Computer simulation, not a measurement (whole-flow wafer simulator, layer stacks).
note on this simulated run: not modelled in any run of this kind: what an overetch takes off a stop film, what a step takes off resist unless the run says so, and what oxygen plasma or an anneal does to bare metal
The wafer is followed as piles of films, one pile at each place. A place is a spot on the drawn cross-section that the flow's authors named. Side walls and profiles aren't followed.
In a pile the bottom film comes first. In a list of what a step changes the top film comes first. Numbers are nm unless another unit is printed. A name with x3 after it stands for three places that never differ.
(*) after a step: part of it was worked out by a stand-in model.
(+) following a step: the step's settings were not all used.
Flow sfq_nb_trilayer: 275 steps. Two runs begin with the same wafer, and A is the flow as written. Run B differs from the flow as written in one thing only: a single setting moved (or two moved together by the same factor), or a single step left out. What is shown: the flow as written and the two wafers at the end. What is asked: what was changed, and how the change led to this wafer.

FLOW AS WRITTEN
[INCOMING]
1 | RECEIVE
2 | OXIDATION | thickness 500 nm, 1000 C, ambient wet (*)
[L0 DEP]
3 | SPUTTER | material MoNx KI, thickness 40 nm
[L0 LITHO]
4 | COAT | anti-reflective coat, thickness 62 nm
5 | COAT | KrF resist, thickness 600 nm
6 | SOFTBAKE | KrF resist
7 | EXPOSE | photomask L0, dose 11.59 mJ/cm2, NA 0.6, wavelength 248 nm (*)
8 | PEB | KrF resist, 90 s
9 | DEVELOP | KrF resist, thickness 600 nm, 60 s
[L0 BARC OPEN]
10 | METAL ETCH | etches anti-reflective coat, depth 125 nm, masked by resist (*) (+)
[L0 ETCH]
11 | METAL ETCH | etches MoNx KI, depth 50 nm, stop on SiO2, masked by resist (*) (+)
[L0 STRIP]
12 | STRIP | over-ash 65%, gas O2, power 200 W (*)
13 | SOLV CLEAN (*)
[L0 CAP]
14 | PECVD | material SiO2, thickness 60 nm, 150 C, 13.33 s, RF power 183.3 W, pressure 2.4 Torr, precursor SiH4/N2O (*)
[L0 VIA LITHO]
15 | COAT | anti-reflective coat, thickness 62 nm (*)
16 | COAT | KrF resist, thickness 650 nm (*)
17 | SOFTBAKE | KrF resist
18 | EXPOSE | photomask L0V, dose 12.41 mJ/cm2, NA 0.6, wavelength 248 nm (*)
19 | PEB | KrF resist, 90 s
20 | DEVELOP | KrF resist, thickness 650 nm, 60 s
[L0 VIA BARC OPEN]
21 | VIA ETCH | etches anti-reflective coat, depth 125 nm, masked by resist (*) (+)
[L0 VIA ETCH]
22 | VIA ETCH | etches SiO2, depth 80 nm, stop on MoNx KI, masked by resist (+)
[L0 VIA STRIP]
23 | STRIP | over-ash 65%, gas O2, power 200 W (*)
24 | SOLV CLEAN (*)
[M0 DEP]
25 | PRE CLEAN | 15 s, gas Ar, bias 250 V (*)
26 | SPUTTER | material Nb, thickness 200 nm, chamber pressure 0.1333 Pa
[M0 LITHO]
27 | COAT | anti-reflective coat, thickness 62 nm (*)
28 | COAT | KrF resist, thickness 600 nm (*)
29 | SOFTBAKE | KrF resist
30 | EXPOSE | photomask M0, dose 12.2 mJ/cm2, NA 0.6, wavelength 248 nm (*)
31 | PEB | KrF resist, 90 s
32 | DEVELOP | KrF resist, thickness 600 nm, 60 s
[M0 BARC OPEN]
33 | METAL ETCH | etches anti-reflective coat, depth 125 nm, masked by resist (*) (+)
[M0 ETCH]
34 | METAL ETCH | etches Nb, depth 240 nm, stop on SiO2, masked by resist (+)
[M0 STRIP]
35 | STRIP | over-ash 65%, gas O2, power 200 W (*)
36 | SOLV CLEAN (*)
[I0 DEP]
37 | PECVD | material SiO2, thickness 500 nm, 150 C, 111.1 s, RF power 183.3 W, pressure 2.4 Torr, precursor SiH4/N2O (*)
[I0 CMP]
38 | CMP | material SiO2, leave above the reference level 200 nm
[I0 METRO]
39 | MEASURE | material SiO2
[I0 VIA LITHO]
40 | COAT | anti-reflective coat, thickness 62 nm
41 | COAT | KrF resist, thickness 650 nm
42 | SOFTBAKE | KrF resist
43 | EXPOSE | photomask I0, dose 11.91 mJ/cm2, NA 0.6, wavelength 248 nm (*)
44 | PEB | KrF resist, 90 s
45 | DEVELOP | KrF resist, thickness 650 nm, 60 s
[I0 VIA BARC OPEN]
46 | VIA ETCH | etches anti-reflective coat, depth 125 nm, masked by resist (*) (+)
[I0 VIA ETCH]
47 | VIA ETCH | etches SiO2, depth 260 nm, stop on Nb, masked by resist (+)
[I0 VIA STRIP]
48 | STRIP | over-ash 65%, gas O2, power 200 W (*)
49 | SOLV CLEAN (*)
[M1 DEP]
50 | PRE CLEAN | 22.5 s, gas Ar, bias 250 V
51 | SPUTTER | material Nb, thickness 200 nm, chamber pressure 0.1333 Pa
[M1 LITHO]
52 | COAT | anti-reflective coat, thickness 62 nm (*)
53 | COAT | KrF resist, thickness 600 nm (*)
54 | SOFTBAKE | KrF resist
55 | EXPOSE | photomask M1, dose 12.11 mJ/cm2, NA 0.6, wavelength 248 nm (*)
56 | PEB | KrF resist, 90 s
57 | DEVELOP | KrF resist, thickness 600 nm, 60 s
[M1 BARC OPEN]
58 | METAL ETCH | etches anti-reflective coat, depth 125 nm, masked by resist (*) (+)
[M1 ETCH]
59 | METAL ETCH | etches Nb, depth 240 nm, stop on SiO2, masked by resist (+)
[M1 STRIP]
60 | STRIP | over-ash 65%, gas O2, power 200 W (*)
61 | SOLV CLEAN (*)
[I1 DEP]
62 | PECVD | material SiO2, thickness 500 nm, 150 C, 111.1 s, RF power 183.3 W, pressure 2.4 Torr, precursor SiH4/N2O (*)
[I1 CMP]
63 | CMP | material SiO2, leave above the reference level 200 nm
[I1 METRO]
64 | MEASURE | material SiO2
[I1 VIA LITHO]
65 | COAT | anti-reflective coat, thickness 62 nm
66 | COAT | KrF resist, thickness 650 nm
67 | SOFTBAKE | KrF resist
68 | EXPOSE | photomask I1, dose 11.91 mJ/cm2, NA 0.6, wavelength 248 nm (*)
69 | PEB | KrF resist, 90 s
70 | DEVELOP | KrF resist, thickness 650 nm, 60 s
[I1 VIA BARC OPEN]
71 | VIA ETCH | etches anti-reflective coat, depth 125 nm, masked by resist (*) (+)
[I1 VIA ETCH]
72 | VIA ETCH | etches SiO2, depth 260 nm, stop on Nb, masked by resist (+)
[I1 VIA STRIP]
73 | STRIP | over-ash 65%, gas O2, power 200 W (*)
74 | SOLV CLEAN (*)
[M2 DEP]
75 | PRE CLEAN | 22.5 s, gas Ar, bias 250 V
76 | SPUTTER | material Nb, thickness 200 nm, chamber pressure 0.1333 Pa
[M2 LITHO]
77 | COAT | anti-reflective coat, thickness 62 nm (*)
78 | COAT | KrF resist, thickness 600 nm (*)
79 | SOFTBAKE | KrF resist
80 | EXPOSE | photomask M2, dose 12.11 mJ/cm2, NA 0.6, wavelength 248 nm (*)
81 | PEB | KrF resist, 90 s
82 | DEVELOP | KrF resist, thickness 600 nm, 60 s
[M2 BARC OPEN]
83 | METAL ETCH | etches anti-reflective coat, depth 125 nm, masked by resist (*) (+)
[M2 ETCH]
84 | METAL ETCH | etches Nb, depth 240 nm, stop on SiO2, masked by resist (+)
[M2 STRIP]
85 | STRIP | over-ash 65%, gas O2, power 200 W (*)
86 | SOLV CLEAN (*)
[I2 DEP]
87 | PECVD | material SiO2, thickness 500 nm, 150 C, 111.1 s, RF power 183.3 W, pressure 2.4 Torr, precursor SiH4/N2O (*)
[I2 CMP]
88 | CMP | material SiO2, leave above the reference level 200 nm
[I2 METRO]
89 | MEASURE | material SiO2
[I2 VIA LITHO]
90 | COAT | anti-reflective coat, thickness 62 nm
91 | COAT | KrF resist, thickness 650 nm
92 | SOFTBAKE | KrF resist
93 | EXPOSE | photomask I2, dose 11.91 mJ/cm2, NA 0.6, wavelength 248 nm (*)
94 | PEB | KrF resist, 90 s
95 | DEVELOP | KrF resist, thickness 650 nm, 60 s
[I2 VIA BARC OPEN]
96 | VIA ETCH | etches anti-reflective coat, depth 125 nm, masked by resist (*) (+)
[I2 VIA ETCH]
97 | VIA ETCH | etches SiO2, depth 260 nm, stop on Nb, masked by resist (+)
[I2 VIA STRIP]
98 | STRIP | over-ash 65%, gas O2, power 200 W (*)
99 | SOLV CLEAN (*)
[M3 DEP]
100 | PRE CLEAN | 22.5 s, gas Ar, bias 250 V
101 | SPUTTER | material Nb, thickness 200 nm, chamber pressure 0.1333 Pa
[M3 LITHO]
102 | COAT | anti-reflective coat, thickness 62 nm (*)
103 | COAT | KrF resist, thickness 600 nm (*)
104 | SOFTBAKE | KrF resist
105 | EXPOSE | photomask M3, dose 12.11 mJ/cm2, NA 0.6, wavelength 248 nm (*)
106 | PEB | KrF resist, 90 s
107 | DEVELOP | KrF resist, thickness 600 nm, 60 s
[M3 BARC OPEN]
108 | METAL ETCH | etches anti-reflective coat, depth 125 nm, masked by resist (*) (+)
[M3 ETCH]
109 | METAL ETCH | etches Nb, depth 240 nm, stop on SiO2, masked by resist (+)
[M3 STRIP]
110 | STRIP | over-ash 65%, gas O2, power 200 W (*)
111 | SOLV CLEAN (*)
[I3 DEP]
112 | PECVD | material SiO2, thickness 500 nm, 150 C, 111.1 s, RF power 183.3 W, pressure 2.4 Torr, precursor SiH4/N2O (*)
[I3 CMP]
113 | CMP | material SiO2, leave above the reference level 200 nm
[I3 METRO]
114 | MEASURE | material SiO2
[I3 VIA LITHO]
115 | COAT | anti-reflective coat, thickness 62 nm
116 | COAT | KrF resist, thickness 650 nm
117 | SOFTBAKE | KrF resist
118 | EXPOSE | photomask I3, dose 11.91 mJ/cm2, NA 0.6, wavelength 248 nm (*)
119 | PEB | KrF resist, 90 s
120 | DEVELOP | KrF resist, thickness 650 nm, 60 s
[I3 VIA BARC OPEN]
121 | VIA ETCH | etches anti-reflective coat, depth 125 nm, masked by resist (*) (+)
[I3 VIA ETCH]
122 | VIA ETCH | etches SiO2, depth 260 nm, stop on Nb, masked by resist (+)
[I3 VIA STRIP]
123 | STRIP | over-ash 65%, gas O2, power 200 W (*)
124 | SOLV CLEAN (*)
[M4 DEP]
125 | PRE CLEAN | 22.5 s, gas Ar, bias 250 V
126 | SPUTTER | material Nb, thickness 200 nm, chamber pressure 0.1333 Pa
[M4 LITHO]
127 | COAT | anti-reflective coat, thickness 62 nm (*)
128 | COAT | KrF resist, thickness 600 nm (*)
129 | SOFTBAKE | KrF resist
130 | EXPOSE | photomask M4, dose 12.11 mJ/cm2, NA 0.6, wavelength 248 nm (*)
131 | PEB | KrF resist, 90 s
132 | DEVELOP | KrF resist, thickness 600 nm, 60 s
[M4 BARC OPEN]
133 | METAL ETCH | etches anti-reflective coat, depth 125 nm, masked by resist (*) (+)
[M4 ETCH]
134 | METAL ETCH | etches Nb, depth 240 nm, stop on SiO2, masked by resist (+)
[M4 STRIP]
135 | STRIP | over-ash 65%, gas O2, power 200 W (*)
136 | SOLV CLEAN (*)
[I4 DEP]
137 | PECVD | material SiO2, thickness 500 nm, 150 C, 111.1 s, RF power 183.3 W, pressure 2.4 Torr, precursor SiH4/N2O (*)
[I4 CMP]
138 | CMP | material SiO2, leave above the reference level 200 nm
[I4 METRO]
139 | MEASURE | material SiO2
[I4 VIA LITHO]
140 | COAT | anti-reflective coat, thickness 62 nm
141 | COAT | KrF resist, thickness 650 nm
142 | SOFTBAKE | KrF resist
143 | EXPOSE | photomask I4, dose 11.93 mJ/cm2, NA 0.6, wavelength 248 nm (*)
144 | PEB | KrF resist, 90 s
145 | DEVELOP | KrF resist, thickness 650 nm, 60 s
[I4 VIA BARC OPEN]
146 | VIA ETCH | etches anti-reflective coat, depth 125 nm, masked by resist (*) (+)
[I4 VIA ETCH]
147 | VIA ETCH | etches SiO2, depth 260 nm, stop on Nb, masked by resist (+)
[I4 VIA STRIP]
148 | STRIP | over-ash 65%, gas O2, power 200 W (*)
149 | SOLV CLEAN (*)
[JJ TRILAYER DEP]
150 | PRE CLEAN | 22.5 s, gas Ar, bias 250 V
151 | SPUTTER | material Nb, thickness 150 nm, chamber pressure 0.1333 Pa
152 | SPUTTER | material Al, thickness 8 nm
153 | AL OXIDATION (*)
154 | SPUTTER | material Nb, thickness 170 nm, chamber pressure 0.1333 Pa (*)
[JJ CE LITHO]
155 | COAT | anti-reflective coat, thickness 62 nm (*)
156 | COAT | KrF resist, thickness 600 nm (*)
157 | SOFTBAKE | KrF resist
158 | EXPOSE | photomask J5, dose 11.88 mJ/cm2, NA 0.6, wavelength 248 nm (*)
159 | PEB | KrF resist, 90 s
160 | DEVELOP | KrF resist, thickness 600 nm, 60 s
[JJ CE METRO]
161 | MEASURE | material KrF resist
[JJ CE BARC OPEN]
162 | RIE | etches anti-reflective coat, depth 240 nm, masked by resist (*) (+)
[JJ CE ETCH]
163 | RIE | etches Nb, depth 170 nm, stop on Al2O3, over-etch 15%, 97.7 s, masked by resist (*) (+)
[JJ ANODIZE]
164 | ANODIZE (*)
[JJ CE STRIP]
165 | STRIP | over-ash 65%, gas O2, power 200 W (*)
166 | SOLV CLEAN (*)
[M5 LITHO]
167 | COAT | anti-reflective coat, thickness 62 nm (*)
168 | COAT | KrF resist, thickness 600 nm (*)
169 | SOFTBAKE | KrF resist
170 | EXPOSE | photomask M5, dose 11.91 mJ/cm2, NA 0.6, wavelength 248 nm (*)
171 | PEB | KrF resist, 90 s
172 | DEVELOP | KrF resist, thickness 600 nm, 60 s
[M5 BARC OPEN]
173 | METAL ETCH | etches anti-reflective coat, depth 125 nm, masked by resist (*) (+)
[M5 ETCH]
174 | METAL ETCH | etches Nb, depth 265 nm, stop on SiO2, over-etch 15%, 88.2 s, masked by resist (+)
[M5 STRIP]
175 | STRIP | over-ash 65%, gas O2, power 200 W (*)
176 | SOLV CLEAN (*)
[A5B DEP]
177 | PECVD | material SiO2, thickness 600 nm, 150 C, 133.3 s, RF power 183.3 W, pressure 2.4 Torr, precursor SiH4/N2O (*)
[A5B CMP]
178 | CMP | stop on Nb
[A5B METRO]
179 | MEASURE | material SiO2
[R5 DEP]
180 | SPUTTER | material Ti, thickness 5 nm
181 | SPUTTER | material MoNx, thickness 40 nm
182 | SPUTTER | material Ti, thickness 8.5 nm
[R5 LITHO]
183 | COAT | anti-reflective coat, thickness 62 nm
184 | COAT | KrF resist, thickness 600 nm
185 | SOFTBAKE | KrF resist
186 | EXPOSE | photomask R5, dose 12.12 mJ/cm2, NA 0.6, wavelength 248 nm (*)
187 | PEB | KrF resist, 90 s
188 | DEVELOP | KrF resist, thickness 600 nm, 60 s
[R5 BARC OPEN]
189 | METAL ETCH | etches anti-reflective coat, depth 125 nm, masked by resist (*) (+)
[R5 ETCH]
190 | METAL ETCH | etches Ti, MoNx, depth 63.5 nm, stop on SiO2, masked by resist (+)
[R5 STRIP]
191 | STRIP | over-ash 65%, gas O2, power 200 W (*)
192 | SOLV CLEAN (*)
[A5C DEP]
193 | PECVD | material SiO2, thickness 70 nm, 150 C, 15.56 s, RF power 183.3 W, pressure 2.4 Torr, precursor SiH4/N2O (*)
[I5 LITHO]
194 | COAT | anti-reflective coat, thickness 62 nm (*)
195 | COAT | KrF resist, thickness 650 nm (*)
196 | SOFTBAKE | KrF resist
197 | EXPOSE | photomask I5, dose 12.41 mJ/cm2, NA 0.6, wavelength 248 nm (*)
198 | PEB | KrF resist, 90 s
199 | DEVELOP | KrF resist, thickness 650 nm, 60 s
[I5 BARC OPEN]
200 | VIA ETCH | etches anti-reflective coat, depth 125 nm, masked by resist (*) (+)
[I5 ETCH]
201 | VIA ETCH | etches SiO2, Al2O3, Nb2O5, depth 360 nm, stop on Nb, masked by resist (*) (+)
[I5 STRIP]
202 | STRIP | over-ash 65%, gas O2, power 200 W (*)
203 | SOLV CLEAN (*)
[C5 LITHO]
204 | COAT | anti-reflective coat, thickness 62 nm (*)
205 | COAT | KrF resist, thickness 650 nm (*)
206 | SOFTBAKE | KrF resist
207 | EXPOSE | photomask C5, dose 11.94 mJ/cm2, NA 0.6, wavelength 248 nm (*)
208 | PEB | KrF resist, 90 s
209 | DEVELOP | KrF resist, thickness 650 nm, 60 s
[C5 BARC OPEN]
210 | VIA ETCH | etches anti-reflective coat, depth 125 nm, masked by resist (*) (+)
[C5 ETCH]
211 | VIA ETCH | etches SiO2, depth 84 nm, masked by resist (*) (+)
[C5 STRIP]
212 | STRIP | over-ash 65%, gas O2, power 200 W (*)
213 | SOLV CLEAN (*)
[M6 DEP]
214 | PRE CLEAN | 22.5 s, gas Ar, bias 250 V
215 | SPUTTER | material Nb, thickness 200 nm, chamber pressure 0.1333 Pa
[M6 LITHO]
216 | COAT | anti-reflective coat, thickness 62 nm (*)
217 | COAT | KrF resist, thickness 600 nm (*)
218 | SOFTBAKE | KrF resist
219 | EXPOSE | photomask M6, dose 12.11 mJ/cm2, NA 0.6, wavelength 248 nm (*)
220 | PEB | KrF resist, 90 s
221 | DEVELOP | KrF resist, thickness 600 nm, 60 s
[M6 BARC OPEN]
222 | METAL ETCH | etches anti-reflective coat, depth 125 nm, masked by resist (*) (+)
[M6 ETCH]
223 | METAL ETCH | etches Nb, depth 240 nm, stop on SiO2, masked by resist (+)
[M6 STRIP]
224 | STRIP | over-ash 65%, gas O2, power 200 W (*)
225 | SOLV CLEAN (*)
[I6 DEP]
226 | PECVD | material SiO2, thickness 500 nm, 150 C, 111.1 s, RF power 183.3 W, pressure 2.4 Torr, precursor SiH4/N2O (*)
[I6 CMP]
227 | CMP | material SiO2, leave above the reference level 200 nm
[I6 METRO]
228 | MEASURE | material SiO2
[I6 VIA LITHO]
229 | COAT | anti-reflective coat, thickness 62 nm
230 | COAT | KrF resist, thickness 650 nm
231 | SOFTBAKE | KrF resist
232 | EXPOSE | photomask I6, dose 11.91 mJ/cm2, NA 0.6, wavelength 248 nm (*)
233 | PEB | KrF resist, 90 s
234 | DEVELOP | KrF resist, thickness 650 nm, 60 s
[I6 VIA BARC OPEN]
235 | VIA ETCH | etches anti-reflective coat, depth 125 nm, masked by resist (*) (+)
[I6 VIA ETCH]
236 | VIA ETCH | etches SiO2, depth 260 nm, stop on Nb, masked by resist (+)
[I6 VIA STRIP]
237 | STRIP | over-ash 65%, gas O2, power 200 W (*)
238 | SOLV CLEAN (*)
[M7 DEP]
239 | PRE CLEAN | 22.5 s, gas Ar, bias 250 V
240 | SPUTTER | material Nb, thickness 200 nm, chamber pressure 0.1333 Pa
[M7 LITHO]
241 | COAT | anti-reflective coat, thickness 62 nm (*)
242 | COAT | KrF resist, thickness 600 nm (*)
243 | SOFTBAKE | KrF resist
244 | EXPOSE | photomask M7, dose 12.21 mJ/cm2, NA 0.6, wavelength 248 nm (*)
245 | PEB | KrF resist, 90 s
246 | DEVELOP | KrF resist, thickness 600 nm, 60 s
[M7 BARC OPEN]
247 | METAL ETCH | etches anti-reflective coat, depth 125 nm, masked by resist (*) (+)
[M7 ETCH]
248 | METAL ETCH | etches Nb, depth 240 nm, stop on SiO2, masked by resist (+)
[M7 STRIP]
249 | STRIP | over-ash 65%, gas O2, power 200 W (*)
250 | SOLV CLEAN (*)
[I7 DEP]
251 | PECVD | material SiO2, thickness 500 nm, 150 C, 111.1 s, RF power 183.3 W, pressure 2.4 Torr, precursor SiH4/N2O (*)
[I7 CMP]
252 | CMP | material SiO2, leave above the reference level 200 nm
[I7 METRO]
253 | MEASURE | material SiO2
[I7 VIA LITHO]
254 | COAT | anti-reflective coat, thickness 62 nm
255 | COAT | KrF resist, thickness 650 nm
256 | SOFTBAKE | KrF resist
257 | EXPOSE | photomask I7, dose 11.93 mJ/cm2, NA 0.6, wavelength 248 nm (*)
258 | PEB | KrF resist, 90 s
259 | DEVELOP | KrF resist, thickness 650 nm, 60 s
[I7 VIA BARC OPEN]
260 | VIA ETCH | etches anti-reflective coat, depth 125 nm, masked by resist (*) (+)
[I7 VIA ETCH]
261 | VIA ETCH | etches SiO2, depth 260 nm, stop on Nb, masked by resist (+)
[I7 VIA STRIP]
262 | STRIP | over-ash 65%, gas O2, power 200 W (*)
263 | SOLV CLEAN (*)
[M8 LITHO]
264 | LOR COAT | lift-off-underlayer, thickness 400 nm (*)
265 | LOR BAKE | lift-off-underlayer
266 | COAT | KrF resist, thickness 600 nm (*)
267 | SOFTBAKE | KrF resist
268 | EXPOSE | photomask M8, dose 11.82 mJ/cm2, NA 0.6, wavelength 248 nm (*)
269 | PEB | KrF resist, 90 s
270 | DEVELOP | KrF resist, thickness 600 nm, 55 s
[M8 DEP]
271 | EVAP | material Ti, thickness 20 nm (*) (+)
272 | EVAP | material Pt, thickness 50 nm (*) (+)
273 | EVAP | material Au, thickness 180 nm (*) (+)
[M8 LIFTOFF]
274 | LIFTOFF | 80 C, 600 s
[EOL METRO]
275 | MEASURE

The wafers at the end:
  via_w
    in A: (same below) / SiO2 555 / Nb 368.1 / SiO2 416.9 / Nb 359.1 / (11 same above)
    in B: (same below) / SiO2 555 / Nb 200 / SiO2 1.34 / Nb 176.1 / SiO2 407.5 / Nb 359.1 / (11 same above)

What caused this: step 47, VIA ETCH: depth 191 nm was run, while the flow as written has depth 260 nm.

Step by step, how the change led to this:
  47 | VIA ETCH | etches SiO2, depth 260 nm, stop on Nb, masked by resist (+)
      via_w: A SiO2 loses 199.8 (all of it) | B SiO2 loses 191
      field_l, v_sur, via_wl and 102 more: A KrF resist loses 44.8 | B KrF resist loses 32.9
  48 | STRIP | over-ash 65%, gas O2, power 200 W (*)
      field_l, v_sur, via_wl and 102 more: A KrF resist loses 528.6 (all of it), anti-reflective coat loses 62 (all of it) | B KrF resist loses 540.5 (all of it), anti-reflective coat loses 62 (all of it)
  50 | PRE CLEAN | 22.5 s, gas Ar, bias 250 V
      via_w: A Nb loses 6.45 | B SiO2 loses 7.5
  51 | SPUTTER | material Nb, thickness 200 nm, chamber pressure 0.1333 Pa
      via_w: A Nb gains 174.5 | B Nb gains 176.1 (new film)
  52 | COAT | anti-reflective coat, thickness 62 nm (*)
      via_wr: A anti-reflective coat gains 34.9 (new film) | B anti-reflective coat gains 34.2 (new film)
  60 | STRIP | over-ash 65%, gas O2, power 200 W (*)
      via_wr: A KrF resist loses 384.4 (all of it), anti-reflective coat loses 34.9 (all of it) | B KrF resist loses 386.1 (all of it), anti-reflective coat loses 34.2 (all of it)
With metal films that touch counted as one body, via_w has 6 bodies (between them, from the top down: SiO2 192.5; SiO2 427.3 / Al2O3 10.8 / Nb2O5 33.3; SiO2 425.9; SiO2 407.5; SiO2 1.34); the flow as written gives 5 bodies (between them, from the top down: SiO2 192.5; SiO2 427.3 / Al2O3 10.8 / Nb2O5 33.3; SiO2 425.9; SiO2 416.9).
